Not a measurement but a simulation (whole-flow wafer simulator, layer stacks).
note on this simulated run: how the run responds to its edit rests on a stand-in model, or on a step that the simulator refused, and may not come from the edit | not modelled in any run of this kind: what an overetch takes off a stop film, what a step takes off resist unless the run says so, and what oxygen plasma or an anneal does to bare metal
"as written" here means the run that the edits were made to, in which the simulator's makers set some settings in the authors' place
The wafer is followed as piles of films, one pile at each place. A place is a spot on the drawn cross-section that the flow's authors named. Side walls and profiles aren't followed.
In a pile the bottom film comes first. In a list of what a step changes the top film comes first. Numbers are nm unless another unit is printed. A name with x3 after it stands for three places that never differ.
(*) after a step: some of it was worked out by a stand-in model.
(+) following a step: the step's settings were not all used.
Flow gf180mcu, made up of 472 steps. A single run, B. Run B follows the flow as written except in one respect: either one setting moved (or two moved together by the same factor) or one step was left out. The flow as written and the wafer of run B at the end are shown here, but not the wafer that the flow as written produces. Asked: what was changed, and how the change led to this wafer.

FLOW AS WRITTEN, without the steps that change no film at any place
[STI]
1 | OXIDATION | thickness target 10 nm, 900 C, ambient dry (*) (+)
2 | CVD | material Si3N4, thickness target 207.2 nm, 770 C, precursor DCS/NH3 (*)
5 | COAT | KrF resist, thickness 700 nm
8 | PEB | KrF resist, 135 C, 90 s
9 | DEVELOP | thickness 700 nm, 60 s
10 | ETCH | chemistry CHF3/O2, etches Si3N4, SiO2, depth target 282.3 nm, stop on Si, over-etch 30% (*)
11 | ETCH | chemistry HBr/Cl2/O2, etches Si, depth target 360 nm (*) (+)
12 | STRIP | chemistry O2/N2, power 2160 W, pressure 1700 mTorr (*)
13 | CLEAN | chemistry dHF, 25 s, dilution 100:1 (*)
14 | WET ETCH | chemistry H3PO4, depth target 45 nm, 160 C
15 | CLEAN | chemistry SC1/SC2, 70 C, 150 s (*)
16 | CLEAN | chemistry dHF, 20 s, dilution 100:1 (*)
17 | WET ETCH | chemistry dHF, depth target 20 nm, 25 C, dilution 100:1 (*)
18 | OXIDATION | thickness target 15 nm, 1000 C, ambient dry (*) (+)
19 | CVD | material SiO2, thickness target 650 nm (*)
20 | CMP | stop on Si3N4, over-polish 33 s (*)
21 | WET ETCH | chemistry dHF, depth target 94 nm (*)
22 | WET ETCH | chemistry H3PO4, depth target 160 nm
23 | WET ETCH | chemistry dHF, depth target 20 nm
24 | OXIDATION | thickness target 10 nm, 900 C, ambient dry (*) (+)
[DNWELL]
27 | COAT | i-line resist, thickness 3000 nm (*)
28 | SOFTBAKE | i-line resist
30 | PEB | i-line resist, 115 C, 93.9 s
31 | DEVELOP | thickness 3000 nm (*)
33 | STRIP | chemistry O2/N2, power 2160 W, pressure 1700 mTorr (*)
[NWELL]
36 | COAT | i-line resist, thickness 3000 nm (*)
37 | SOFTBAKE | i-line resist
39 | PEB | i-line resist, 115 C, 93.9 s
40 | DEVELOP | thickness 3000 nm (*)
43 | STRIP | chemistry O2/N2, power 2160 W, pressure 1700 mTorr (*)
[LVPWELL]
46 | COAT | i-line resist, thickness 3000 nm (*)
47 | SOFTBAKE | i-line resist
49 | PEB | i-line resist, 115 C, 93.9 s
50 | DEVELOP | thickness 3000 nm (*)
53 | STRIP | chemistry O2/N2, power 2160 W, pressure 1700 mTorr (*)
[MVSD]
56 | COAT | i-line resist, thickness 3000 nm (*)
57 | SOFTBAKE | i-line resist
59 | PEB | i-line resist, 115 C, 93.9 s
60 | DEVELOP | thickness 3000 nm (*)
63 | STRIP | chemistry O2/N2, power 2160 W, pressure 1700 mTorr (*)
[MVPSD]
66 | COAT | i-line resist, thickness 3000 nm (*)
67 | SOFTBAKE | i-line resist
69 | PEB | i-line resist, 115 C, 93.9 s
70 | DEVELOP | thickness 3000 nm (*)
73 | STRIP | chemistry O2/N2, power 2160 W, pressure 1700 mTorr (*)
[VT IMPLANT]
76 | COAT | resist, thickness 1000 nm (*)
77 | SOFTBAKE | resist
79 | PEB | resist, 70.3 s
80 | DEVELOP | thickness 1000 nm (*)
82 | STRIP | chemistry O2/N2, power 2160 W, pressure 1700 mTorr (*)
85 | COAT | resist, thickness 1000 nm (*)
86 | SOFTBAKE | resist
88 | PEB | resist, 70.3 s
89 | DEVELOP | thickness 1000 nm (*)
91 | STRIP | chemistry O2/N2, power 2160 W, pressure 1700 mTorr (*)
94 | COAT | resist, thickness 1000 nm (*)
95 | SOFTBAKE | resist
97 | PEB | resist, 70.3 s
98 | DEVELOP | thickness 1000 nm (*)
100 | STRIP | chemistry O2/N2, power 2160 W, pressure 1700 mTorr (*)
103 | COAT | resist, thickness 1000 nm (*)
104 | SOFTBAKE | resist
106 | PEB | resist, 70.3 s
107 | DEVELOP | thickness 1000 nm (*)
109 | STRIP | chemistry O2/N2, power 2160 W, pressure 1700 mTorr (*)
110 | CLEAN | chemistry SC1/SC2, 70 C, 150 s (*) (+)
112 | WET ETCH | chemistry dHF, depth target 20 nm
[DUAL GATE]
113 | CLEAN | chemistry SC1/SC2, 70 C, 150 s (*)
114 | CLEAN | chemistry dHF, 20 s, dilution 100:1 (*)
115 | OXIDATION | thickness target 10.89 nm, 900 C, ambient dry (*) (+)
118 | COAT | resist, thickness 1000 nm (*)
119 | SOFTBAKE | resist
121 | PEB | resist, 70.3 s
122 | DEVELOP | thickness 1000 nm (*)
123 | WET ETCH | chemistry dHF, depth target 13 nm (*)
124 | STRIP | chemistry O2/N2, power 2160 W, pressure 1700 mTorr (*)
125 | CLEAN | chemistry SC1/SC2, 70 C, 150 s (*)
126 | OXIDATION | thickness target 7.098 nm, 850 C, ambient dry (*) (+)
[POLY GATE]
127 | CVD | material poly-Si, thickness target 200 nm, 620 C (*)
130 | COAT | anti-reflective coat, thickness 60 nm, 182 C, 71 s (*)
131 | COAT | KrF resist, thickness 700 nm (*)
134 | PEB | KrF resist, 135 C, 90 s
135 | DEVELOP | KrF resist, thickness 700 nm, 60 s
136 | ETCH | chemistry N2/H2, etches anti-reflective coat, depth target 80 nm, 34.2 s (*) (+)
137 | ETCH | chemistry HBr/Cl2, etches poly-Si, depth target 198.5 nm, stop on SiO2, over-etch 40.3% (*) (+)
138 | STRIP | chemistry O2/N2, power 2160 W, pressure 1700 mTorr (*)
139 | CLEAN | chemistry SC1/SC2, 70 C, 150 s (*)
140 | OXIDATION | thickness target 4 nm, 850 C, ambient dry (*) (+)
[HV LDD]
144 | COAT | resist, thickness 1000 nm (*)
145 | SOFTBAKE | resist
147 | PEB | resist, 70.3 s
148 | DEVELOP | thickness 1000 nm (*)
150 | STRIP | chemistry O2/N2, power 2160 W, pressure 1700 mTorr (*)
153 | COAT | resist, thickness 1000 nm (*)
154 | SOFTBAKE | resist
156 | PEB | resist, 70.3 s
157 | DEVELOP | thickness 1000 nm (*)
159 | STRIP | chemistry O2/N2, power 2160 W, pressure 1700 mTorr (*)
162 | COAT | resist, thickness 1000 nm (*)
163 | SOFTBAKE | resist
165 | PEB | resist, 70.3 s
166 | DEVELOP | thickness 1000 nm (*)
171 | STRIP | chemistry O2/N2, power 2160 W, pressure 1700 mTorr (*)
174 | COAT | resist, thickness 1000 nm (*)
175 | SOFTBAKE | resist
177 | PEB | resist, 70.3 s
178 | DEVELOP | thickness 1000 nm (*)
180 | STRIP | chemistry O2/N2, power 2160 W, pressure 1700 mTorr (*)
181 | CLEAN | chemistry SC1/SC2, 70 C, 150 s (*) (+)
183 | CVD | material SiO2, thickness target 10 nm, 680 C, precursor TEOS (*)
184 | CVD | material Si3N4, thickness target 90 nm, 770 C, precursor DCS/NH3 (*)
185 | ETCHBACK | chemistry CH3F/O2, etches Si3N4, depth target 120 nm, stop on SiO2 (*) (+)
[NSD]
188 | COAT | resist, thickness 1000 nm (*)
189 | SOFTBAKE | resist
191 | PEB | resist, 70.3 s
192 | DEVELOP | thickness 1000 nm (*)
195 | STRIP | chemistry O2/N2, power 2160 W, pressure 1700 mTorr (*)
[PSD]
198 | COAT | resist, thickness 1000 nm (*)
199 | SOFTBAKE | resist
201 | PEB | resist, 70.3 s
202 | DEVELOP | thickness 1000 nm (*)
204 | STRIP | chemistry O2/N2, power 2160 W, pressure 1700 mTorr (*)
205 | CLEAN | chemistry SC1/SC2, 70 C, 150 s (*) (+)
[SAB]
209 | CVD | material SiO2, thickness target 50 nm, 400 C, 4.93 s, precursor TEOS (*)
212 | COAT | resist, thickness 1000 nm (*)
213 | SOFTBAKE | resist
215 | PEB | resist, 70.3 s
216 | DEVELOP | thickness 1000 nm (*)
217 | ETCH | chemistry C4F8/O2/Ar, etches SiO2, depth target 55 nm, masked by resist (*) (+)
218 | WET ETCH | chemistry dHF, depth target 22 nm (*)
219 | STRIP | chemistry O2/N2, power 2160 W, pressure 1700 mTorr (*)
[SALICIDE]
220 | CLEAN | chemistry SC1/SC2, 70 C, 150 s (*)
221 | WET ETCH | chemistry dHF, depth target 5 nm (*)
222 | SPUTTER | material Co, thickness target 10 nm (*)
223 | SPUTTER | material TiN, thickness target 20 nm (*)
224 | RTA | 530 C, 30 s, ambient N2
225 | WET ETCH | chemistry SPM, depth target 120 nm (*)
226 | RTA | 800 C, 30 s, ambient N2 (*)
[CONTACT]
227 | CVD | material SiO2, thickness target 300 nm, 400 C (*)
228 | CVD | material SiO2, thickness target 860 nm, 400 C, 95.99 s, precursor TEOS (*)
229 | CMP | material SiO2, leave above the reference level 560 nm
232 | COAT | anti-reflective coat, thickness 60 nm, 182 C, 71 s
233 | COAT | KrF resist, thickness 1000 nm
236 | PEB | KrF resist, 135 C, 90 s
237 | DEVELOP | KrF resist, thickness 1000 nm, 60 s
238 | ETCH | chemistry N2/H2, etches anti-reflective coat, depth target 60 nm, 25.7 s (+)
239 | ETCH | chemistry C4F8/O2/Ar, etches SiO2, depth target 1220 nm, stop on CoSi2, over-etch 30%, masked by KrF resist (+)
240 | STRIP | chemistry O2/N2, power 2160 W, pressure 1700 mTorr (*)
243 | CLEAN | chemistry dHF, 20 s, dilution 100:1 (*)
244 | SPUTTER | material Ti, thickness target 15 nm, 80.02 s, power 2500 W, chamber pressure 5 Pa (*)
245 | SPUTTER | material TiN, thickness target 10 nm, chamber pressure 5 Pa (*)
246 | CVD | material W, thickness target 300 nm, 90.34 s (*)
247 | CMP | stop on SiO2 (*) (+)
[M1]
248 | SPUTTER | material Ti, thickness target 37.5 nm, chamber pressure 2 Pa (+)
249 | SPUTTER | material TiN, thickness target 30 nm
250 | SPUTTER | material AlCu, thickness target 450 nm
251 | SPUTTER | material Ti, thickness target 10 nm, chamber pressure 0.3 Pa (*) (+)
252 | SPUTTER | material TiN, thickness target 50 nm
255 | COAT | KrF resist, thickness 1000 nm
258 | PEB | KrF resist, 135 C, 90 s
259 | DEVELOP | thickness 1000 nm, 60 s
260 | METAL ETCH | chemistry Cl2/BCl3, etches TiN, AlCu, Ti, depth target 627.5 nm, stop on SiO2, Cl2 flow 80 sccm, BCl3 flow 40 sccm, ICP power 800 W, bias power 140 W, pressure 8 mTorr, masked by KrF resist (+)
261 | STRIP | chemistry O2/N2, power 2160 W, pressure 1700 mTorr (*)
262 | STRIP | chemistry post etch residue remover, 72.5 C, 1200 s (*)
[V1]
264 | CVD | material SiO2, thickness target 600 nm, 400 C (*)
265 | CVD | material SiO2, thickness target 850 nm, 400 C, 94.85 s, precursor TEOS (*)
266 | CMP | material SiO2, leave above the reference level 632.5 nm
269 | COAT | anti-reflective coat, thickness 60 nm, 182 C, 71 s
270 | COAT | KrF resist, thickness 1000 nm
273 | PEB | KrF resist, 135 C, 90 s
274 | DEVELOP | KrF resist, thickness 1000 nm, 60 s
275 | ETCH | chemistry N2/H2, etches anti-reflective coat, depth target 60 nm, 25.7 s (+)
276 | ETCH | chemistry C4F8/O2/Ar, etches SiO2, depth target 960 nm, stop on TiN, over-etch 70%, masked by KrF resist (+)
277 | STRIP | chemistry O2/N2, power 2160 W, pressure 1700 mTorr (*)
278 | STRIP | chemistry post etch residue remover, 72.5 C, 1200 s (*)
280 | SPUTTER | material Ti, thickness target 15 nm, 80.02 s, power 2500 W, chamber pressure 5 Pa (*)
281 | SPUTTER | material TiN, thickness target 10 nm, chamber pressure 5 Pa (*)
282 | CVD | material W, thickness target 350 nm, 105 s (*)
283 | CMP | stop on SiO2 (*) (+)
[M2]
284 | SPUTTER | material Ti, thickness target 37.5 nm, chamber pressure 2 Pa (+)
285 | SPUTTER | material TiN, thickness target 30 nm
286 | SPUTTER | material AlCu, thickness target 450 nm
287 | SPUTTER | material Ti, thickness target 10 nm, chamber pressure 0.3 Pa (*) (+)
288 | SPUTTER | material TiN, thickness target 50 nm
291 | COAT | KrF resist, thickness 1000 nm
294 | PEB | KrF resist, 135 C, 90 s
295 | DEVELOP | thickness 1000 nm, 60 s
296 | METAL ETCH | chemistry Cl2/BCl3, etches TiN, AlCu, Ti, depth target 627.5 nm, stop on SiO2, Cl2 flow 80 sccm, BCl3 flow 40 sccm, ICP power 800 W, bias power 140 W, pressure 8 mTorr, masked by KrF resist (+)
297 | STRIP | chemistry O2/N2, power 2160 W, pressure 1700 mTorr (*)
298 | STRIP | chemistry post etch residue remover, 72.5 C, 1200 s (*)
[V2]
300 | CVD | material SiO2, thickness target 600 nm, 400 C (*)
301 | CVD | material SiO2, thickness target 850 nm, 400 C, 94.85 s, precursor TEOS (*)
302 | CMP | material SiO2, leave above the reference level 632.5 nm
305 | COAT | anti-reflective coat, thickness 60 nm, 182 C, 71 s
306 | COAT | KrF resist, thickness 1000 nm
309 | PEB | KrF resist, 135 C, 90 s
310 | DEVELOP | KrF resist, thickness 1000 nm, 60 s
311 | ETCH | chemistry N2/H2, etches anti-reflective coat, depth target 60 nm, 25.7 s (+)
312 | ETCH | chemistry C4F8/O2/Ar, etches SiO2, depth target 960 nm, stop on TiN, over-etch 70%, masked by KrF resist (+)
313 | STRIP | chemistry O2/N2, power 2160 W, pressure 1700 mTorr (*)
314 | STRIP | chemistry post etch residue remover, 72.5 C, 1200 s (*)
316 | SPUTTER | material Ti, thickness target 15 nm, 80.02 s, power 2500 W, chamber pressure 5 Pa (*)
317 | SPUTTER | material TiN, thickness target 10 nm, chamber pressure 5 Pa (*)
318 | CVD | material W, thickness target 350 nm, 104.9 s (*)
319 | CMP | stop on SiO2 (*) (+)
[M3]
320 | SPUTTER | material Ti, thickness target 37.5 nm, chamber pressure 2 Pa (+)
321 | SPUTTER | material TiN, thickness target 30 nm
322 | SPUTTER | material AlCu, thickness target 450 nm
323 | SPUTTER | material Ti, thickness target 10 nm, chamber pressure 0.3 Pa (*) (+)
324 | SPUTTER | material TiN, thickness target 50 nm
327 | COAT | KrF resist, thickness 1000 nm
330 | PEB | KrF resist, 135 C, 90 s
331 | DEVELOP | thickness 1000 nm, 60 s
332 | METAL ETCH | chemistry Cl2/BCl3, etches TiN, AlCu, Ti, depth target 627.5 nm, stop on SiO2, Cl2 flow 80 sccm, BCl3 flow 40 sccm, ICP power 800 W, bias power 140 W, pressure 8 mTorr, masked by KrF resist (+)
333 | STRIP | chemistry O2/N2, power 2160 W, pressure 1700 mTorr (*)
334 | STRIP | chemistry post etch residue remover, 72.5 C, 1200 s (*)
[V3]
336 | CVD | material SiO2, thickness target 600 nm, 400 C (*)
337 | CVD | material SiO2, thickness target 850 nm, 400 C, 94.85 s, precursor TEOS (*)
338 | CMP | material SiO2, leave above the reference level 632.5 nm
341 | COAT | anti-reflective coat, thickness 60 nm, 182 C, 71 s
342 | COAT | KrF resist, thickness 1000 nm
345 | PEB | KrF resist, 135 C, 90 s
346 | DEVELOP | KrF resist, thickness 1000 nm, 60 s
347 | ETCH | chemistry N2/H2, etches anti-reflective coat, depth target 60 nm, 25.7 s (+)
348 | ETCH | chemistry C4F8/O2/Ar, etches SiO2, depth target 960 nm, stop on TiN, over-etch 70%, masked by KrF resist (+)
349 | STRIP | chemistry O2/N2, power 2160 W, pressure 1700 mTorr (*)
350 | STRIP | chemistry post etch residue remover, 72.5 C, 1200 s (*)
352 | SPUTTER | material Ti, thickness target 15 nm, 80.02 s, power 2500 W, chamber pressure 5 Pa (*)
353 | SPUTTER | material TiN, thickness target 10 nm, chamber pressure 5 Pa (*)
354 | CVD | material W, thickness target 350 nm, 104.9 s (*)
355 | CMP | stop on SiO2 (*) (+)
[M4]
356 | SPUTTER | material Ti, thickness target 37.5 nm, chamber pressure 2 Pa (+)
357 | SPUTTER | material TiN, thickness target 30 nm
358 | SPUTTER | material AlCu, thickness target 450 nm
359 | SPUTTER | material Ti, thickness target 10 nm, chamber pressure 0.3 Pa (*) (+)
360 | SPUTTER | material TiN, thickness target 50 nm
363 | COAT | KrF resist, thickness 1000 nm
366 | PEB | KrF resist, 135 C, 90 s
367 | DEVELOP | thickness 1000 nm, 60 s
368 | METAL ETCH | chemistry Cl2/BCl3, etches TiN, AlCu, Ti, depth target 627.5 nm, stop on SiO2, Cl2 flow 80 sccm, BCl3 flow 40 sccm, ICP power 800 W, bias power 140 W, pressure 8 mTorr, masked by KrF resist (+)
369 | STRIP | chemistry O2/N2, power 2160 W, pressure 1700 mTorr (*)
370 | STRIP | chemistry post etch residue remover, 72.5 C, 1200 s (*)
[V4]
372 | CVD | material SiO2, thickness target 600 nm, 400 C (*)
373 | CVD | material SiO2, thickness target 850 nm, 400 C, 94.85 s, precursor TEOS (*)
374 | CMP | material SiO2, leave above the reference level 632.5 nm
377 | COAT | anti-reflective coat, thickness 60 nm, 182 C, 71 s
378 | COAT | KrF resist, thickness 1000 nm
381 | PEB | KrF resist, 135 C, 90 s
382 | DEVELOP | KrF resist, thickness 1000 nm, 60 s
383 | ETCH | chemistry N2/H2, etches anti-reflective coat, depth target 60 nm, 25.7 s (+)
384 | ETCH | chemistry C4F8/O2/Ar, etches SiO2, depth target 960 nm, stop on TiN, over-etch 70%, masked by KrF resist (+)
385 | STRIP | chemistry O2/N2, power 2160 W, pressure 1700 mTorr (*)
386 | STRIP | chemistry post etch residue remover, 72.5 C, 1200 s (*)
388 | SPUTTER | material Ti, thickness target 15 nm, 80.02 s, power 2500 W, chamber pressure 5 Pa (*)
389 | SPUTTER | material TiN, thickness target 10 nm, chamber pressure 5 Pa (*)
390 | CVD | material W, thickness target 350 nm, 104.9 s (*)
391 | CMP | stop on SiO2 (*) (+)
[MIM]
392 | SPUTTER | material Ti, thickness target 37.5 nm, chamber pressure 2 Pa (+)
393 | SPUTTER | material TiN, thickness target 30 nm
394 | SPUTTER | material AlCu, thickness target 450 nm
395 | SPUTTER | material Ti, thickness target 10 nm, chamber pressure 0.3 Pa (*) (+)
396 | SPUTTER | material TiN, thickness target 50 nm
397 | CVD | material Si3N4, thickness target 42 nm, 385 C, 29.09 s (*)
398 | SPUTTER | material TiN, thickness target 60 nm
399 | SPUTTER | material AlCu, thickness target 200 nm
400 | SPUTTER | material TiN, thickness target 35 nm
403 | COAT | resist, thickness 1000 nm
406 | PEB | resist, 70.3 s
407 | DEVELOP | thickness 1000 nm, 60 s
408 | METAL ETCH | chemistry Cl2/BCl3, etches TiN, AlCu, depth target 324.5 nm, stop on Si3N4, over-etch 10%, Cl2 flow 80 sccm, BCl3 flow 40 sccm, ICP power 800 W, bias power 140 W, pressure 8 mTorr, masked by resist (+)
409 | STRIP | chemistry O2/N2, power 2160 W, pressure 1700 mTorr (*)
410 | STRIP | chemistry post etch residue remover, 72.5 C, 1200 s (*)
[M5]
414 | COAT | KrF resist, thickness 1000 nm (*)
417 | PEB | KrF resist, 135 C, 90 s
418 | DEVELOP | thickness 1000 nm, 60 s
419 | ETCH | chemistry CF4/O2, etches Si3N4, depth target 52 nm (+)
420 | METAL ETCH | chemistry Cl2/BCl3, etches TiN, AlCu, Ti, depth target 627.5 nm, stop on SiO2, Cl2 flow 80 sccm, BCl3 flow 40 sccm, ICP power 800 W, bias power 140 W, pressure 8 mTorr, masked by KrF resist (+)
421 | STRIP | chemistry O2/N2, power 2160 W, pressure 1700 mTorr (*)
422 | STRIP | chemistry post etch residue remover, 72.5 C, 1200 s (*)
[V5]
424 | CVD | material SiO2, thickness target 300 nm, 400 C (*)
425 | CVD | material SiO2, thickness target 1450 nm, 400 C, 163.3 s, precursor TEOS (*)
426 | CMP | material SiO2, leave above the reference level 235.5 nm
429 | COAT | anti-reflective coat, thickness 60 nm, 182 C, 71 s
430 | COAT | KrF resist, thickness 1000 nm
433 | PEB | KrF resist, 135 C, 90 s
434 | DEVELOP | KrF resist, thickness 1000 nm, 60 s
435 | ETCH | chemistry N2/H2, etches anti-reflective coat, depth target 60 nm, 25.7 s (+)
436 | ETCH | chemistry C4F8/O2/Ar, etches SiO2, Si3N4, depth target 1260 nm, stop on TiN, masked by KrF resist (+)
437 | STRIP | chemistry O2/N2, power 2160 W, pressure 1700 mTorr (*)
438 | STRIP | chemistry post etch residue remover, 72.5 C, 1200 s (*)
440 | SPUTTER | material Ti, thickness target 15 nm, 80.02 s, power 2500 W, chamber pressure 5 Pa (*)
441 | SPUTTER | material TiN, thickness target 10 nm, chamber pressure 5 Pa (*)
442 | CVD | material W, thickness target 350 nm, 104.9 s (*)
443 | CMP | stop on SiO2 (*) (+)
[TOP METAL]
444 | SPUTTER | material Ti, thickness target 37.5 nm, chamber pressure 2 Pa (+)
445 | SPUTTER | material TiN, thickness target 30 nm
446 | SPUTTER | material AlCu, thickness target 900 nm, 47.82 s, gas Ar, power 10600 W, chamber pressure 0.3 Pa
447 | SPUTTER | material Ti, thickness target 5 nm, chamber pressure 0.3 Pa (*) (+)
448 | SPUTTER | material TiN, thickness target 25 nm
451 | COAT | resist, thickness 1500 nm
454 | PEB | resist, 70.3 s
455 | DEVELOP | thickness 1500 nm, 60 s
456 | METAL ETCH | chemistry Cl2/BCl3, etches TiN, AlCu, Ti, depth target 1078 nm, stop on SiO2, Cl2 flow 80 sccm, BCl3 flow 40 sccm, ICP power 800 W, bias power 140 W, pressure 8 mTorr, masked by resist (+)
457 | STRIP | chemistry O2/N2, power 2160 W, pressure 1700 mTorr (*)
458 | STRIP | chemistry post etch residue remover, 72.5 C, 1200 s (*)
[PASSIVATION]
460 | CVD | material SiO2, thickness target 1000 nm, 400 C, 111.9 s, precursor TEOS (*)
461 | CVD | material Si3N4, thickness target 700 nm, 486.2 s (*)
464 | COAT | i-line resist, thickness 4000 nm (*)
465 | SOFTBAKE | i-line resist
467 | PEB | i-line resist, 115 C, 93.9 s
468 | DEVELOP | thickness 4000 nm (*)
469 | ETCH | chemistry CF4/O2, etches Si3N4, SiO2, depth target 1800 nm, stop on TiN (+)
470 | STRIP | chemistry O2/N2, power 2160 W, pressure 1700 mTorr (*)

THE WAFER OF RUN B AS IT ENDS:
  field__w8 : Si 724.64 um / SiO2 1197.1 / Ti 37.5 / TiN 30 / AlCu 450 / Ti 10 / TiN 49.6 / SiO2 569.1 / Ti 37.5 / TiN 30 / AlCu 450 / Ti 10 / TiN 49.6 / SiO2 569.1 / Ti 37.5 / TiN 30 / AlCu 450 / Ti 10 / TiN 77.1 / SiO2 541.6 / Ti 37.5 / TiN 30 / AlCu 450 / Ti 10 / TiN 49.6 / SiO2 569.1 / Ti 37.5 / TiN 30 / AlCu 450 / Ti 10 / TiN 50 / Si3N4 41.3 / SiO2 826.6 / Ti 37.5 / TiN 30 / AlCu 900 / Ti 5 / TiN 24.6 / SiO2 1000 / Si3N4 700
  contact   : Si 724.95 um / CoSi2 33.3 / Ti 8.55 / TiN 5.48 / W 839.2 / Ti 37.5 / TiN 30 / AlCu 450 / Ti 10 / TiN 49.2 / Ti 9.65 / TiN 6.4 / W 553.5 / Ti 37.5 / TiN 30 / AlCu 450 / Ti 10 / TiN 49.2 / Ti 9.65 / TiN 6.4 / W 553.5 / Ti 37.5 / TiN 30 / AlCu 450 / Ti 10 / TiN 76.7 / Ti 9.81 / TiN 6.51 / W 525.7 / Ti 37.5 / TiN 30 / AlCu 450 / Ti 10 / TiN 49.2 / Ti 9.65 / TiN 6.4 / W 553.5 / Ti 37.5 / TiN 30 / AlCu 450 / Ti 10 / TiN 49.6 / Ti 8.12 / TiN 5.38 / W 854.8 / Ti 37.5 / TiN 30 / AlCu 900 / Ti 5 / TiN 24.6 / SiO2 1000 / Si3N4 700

What caused this: step 324, SPUTTER: thickness target 77.5 nm was run, though the flow has thickness target 50 nm.

How this came from the change, step by step:
  324 | SPUTTER | material TiN, thickness target 50 nm
      field, field__w1, field__w2 and 108 more: +77.5 TiN (new film) (it would be, as written: +50 TiN (new film))
  332 | METAL ETCH | chemistry Cl2/BCl3, etches TiN, AlCu, Ti, depth target 627.5 nm, stop on SiO2, Cl2 flow 80 sccm, BCl3 flow 40 sccm, ICP power 800 W, bias power 140 W, pressure 8 mTorr, masked by KrF resist (+)
      field, field__w1, field__w2 and 103 more: -77.5 TiN (all of it), -10 Ti (all of it), -450 AlCu (all of it), -30 TiN (all of it), -37.5 Ti (all of it) (it would be, as written: -50 TiN (all of it), -10 Ti (all of it), -450 AlCu (all of it), -30 TiN (all of it), -37.5 Ti (all of it))
  338 | CMP | material SiO2, leave above the reference level 632.5 nm
      field__w8, contact, m1, m1__w1, m1_nw: -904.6 SiO2 (it would be, as written: -877.1 SiO2)
  348 | ETCH | chemistry C4F8/O2/Ar, etches SiO2, depth target 960 nm, stop on TiN, over-etch 70%, masked by KrF resist (+)
      field, field__w1, field__w2 and 107 more: -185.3 KrF resist (it would be, as written: -192 KrF resist)
      contact: -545 SiO2 (all of it) (it would be, as written: -572.5 SiO2 (all of it))
  354 | CVD | material W, thickness target 350 nm, 104.9 s (*)
      contact: +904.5 W (new film) (it would be, as written: +932.3 W (new film))
